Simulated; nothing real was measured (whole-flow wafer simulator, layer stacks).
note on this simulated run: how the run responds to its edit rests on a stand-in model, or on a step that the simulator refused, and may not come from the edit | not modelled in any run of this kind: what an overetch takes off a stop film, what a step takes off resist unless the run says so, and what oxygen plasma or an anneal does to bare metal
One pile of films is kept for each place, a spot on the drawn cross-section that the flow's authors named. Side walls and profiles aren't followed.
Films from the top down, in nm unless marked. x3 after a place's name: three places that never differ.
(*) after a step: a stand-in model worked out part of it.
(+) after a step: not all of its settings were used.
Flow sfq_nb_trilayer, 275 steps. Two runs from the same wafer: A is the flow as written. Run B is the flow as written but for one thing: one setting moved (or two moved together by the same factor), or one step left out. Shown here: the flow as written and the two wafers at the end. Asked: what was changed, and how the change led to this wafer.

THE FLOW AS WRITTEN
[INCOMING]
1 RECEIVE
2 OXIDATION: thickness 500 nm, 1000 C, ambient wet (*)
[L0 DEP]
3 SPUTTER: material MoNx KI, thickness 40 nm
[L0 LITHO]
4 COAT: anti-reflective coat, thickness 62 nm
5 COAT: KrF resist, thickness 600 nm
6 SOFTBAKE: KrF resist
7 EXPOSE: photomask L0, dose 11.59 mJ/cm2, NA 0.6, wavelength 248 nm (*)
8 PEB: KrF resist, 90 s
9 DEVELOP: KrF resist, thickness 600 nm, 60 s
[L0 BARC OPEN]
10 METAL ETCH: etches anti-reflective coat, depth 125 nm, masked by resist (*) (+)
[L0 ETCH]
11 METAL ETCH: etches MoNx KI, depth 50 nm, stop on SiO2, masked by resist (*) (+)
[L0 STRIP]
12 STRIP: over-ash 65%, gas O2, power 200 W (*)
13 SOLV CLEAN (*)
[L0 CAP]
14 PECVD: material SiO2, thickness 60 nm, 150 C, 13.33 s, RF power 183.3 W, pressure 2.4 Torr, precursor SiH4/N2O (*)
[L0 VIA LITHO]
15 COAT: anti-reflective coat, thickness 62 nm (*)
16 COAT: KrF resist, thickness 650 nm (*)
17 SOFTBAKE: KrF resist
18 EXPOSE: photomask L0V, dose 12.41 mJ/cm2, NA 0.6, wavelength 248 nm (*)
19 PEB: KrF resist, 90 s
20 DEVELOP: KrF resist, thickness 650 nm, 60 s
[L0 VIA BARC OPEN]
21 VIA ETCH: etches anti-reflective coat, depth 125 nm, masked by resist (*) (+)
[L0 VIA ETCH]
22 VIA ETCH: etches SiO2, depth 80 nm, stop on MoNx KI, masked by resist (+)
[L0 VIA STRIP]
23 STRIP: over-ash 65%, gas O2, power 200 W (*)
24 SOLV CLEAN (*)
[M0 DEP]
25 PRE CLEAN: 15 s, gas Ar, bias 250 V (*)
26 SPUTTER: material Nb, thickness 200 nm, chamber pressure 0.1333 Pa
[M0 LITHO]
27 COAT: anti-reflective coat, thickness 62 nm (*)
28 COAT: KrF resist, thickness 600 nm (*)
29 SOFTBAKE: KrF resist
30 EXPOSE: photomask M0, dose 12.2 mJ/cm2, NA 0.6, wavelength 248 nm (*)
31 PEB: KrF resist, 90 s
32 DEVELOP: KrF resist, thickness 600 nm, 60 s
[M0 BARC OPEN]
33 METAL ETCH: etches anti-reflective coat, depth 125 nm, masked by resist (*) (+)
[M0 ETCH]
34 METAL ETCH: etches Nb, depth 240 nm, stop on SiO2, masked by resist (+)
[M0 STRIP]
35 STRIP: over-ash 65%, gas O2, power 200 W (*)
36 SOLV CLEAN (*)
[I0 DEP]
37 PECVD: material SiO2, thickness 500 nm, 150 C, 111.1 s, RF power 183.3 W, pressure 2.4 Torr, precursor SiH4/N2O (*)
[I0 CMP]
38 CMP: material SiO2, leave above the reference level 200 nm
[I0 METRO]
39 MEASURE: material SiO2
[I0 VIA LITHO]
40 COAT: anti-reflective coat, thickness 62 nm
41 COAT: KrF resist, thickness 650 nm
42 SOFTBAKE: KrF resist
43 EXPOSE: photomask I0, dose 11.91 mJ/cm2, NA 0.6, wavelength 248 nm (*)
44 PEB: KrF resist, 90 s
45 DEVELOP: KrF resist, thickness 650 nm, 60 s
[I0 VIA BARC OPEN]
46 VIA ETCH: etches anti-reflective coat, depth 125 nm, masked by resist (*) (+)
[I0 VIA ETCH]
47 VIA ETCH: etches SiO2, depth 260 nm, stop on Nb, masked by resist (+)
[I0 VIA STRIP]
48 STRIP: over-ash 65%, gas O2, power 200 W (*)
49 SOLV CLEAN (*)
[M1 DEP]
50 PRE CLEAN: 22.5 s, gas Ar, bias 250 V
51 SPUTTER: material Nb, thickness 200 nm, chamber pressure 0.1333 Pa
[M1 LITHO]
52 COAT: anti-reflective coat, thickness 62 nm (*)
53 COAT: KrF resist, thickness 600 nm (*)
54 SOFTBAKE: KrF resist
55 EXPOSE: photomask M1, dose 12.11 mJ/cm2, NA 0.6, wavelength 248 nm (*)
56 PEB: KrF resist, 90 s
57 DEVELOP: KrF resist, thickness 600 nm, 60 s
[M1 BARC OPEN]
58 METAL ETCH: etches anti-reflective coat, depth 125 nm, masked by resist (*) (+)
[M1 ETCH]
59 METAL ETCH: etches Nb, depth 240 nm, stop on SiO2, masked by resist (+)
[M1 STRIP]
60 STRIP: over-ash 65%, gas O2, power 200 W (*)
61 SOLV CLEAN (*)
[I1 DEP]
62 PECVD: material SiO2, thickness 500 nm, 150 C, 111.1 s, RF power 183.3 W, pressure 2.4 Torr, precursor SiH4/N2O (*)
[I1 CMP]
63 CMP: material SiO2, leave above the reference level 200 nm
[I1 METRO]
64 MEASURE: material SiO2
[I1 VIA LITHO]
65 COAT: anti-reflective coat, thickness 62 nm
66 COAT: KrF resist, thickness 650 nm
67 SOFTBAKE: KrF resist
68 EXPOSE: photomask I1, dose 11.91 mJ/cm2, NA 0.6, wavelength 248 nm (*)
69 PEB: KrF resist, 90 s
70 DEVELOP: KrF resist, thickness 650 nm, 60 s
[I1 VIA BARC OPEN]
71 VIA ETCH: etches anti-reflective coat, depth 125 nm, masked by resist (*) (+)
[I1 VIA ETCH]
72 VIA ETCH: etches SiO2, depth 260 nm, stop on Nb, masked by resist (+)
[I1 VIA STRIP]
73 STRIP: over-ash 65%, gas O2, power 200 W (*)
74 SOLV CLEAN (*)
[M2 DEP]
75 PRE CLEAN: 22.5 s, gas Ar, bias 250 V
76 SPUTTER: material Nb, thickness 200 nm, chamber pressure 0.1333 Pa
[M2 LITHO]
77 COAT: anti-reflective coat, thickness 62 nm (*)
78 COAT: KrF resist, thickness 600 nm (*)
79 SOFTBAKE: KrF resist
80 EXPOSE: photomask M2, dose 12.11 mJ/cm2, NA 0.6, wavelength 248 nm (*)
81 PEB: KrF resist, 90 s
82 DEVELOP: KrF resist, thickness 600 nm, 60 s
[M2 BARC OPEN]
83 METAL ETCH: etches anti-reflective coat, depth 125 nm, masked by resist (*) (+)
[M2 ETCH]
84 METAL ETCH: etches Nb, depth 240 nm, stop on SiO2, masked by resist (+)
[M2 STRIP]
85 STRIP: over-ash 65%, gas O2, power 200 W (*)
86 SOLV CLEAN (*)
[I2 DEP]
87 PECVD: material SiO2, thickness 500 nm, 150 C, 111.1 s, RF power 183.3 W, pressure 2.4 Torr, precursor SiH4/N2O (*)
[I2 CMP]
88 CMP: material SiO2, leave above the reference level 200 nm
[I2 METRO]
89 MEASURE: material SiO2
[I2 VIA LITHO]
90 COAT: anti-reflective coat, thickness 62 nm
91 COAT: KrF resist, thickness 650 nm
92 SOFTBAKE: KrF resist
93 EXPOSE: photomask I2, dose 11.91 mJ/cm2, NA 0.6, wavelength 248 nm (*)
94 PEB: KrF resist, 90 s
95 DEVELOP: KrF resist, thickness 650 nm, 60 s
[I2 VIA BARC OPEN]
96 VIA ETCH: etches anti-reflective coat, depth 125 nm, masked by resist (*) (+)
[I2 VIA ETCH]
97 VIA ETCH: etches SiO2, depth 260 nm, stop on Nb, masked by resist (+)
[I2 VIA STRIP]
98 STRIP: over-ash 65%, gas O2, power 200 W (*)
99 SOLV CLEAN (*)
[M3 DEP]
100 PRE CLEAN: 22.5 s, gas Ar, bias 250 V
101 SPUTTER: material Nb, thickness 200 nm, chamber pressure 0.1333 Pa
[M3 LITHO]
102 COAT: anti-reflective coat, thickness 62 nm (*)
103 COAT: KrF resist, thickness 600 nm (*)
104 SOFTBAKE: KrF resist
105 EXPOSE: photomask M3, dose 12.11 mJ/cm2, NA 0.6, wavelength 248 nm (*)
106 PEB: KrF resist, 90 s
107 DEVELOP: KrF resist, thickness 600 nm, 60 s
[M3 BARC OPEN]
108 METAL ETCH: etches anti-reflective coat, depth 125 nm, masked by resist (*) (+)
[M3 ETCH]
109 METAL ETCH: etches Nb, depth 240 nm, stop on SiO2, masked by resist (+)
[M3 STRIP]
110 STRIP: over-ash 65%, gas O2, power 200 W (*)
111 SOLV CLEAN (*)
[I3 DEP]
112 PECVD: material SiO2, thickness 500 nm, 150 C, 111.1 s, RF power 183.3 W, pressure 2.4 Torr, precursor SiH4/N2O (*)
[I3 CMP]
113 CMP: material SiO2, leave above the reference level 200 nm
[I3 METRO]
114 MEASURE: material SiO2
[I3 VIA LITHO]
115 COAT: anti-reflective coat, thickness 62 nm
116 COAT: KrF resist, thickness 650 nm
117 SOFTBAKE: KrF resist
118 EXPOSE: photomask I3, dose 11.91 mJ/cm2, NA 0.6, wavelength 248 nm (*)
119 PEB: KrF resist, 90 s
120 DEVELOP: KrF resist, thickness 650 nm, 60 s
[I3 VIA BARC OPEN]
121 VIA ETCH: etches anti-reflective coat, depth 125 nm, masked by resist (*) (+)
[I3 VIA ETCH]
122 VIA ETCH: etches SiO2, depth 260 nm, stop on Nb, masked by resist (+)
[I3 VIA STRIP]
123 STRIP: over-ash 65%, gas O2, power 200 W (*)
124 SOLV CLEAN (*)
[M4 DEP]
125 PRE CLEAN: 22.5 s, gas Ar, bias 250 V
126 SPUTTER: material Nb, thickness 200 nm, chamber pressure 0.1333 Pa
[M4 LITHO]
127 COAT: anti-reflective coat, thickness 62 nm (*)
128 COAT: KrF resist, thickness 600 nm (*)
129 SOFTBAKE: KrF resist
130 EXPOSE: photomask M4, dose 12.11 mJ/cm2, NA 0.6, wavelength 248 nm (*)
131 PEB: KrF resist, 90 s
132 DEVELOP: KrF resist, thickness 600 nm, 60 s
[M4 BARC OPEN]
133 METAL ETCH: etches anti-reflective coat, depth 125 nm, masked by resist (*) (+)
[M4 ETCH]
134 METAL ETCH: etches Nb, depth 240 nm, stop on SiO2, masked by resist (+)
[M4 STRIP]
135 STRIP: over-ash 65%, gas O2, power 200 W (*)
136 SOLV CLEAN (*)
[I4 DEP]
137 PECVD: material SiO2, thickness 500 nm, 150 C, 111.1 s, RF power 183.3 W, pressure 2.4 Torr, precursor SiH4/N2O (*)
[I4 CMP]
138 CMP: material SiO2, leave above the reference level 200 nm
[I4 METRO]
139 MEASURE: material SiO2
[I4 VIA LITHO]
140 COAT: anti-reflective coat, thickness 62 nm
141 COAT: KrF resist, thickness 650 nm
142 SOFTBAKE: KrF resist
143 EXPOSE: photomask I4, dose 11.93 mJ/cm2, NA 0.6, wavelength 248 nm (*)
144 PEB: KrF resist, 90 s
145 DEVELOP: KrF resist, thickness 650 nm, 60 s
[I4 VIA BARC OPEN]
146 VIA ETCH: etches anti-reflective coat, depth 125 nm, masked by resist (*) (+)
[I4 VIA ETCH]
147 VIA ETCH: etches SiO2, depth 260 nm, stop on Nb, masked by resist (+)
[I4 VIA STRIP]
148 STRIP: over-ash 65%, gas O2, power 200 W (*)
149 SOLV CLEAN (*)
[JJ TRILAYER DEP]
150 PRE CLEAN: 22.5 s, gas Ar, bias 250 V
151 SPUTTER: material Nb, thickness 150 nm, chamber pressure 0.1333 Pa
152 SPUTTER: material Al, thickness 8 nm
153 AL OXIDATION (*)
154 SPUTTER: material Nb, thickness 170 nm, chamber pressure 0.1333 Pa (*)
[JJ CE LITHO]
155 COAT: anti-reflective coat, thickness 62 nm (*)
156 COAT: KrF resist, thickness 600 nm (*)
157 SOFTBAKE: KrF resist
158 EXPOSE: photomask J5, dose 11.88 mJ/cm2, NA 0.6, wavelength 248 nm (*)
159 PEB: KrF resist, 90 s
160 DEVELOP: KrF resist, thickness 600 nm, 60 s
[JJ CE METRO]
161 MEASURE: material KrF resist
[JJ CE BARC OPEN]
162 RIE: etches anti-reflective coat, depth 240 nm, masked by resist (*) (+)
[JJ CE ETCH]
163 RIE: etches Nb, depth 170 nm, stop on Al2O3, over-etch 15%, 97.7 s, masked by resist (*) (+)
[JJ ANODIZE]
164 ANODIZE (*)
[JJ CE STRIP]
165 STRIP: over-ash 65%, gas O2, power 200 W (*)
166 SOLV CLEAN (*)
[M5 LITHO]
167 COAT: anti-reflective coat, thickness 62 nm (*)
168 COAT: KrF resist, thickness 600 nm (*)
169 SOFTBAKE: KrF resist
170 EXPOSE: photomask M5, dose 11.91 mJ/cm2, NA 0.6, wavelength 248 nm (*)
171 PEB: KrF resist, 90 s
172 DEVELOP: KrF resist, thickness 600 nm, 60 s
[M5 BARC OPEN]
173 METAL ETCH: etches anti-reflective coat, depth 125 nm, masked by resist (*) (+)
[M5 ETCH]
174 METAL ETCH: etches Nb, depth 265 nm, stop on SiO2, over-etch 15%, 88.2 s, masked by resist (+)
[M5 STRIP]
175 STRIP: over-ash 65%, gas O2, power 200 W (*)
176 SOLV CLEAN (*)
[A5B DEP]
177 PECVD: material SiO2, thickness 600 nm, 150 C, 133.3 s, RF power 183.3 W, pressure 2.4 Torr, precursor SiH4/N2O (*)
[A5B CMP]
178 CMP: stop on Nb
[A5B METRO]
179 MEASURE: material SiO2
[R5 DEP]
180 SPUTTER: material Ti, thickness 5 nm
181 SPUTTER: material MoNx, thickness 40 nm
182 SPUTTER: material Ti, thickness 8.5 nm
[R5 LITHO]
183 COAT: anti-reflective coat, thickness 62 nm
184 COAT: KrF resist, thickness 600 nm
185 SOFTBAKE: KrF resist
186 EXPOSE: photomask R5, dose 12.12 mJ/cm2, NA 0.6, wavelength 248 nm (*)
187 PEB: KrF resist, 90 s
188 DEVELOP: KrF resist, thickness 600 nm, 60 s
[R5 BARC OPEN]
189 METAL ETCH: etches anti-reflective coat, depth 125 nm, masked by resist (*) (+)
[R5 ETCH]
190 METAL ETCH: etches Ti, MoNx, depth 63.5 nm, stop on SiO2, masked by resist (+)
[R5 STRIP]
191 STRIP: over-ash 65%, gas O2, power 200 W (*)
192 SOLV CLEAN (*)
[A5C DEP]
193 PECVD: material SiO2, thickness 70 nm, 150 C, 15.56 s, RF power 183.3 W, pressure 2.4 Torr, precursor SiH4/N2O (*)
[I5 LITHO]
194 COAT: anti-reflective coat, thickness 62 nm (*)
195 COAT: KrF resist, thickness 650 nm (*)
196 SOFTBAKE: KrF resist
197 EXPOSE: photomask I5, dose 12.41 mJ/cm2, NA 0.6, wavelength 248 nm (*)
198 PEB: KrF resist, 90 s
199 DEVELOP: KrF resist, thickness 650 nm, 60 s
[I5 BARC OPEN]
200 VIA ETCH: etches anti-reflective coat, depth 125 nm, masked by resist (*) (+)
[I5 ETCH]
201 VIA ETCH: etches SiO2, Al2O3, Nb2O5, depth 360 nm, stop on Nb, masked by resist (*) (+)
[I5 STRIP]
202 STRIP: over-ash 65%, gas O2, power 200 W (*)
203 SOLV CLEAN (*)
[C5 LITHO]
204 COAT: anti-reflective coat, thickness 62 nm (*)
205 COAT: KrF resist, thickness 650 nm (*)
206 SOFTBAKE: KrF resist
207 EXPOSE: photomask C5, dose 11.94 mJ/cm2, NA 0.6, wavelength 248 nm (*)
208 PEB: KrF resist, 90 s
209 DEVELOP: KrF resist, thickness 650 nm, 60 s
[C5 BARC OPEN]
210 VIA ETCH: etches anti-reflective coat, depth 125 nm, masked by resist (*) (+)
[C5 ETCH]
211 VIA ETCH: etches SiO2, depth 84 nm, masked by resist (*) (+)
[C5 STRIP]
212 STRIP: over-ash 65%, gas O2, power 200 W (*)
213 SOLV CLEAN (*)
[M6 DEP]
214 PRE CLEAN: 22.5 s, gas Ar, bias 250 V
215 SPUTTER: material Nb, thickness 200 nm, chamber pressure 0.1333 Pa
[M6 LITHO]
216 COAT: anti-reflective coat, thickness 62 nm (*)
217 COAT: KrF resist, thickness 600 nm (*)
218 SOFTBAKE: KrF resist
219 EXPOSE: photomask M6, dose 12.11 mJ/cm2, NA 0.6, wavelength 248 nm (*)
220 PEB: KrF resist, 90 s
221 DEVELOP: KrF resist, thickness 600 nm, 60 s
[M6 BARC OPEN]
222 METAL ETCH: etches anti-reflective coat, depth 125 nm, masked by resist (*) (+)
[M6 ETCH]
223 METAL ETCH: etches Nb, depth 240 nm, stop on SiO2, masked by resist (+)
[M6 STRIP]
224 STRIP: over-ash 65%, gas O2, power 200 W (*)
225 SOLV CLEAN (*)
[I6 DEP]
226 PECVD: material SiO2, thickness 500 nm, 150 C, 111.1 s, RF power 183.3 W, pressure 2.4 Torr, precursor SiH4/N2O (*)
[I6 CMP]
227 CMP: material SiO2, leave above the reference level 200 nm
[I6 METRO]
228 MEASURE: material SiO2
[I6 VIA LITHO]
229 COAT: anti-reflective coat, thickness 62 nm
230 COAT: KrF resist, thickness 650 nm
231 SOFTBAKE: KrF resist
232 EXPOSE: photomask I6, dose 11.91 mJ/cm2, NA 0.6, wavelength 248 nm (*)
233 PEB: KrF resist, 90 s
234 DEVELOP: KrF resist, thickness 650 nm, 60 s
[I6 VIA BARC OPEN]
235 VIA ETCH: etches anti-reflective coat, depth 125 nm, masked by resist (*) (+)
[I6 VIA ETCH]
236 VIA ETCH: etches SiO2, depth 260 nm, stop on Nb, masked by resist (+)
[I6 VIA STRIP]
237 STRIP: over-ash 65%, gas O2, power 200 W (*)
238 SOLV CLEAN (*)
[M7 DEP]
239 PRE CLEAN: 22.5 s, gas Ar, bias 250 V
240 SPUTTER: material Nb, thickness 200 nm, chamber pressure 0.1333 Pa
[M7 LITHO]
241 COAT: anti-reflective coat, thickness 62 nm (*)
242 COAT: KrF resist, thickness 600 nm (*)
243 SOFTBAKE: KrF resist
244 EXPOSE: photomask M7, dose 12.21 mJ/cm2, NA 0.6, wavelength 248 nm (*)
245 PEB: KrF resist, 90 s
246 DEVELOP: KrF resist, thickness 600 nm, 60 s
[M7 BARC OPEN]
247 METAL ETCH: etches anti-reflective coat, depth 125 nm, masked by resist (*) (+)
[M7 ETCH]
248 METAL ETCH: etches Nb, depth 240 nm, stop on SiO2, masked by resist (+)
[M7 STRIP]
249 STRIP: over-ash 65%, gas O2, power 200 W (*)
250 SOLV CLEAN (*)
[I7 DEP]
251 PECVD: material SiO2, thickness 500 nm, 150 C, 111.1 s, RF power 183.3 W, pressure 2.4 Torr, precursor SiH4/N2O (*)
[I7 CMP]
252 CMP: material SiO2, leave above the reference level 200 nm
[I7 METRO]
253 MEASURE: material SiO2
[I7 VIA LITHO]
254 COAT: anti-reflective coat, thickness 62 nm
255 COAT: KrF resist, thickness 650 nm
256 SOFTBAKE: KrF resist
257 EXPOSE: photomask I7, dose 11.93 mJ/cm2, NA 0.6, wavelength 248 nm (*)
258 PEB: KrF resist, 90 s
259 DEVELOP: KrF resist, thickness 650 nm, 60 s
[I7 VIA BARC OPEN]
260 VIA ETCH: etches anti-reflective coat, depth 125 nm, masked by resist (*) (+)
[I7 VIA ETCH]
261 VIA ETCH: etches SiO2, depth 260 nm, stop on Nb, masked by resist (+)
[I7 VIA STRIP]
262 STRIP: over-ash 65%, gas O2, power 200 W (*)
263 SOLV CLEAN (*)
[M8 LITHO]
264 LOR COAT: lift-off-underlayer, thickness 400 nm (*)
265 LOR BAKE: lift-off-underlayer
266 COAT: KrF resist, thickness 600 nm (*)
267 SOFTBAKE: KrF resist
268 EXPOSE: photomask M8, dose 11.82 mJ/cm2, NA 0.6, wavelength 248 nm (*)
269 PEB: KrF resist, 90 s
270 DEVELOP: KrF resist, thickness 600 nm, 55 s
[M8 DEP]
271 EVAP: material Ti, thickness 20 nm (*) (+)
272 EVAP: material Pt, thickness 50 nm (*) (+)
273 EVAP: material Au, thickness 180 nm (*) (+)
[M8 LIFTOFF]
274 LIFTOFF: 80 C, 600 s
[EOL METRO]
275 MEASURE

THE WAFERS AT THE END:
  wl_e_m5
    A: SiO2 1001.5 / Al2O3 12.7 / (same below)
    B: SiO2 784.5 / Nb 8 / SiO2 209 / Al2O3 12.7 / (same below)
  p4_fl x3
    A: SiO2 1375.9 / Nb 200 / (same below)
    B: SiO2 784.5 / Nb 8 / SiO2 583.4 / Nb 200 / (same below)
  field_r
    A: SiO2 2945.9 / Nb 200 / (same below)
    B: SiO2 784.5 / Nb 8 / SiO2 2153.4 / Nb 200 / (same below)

The cause: step 223, METAL ETCH: depth 192 nm was run, where the flow has depth 240 nm.

How the change led to this, step by step:
  223 METAL ETCH: etches Nb, depth 240 nm, stop on SiO2, masked by resist (+)
      field_l, gap, moat and 76 more: A Nb -200 (all of it) | B Nb -192
      v_sur, via_wl, via_w and 24 more: A KrF resist -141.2 | B KrF resist -112.9
  224 STRIP: over-ash 65%, gas O2, power 200 W (*)
      wl_j_sl, wl_j_sr: A KrF resist -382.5 (all of it), anti-reflective coat -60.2 (all of it) | B KrF resist -410.8 (all of it), anti-reflective coat -60.2 (all of it)
      wl_c_m6, wl_f_m6: A KrF resist -382.3 (all of it), anti-reflective coat -62 (all of it) | B KrF resist -410.5 (all of it), anti-reflective coat -62 (all of it)
      (and at 23 more places)
  226 PECVD: material SiO2, thickness 500 nm, 150 C, 111.1 s, RF power 183.3 W, pressure 2.4 Torr, precursor SiH4/N2O (*)
      field_l, p4_fl x3, p4_w1 x9 and 52 more: A SiO2 +500 | B SiO2 +500 (new film)
      moat, field_r, lsp_l, ln_m5, lsp_m: A SiO2 +493.6 | B SiO2 +493.9 (new film)
      (and at 9 more places)
  227 CMP: material SiO2, leave above the reference level 200 nm
      field_l, p4_fl x3, p4_w1 x9 and 49 more: A SiO2 -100 | B SiO2 -108
      moat, field_r, lsp_l, ln_m5, lsp_m: A SiO2 -93.6 | B SiO2 -101.9
      (and at 8 more places)
Counting metal films that touch as one body, wl_e_m5 has 7 bodies (between them, from the top down: SiO2 209 / Al2O3 12.7 / Nb2O5 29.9; SiO2 192.5; SiO2 192.5; SiO2 192.5; SiO2 192.5; SiO2 192.5); the flow as written gives 6 bodies (between them, from the top down: SiO2 192.5; SiO2 192.5; SiO2 192.5; SiO2 192.5; SiO2 192.5).
Counting metal films that touch as one body, p4_fl x3 has 3 bodies (between them, from the top down: SiO2 583.4; SiO2 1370); the flow as written gives 2 bodies (between them, from the top down: SiO2 1370).
Counting metal films that touch as one body, field_r has 2 bodies (between them, from the top down: SiO2 2153.4); the flow as written gives 1 body.
